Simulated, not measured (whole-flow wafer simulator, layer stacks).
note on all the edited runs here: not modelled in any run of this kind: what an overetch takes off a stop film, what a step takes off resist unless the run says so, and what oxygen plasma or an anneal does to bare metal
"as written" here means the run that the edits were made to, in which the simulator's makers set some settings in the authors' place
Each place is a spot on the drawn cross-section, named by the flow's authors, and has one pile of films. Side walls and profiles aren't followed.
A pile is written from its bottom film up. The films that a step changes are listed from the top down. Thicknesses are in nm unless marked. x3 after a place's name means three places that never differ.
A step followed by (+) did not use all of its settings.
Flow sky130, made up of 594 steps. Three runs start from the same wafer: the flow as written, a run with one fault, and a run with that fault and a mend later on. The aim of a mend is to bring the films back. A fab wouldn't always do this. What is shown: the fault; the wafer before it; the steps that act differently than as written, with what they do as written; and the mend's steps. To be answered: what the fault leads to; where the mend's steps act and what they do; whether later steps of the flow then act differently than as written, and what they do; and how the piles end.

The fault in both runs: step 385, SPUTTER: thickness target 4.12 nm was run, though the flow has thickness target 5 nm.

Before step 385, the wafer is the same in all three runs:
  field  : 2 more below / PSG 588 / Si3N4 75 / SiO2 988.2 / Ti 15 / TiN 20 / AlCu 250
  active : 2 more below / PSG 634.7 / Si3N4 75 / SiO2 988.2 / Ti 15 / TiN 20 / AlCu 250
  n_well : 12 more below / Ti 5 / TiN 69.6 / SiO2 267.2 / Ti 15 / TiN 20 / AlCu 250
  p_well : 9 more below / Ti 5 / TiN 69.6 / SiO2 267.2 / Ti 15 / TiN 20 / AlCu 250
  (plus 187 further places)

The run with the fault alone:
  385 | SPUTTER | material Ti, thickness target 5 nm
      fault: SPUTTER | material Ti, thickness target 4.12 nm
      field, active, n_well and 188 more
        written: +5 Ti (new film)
        fault: +4.12 Ti (new film)
  Steps further on in the flow that do not act as written (12 more steps, not shown, differ only slightly: by at most 2% or 0.5 nm, whichever is larger):
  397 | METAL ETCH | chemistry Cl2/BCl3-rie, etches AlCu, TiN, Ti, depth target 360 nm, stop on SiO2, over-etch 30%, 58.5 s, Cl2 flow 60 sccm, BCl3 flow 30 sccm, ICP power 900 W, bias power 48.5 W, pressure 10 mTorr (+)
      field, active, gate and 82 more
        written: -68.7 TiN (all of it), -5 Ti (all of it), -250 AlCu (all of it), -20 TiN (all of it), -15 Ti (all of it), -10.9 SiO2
        fault: -68.7 TiN (all of it), -4.12 Ti (all of it), -250 AlCu (all of it), -20 TiN (all of it), -15 Ti (all of it), -11 SiO2
  At n_well, p_well, gate_hv and 103 more, the piles at the end differ from the flow's by more than 2% or 0.5 nm, whichever is larger.
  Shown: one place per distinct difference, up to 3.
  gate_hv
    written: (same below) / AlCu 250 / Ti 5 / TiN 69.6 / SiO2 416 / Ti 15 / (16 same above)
    fault: (same below) / AlCu 250 / Ti 4.12 / TiN 69.6 / SiO2 416.9 / Ti 15 / (16 same above)
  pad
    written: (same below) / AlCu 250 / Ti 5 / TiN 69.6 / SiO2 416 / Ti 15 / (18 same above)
    fault: (same below) / AlCu 250 / Ti 4.12 / TiN 69.6 / SiO2 416.9 / Ti 15 / (18 same above)
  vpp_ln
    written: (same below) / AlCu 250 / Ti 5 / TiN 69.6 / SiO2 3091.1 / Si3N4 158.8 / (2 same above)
    fault: (same below) / AlCu 250 / Ti 4.12 / TiN 69.6 / SiO2 3092 / Si3N4 158.8 / (2 same above)

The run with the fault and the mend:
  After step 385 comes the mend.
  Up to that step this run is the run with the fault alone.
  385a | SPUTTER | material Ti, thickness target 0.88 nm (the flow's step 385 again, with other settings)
      field, active, n_well and 188 more
        +0.88 Ti
  None of the later steps of the flow acts differently than as written at any place that is followed.
  The piles end the same as the flow's at every place that both follow.
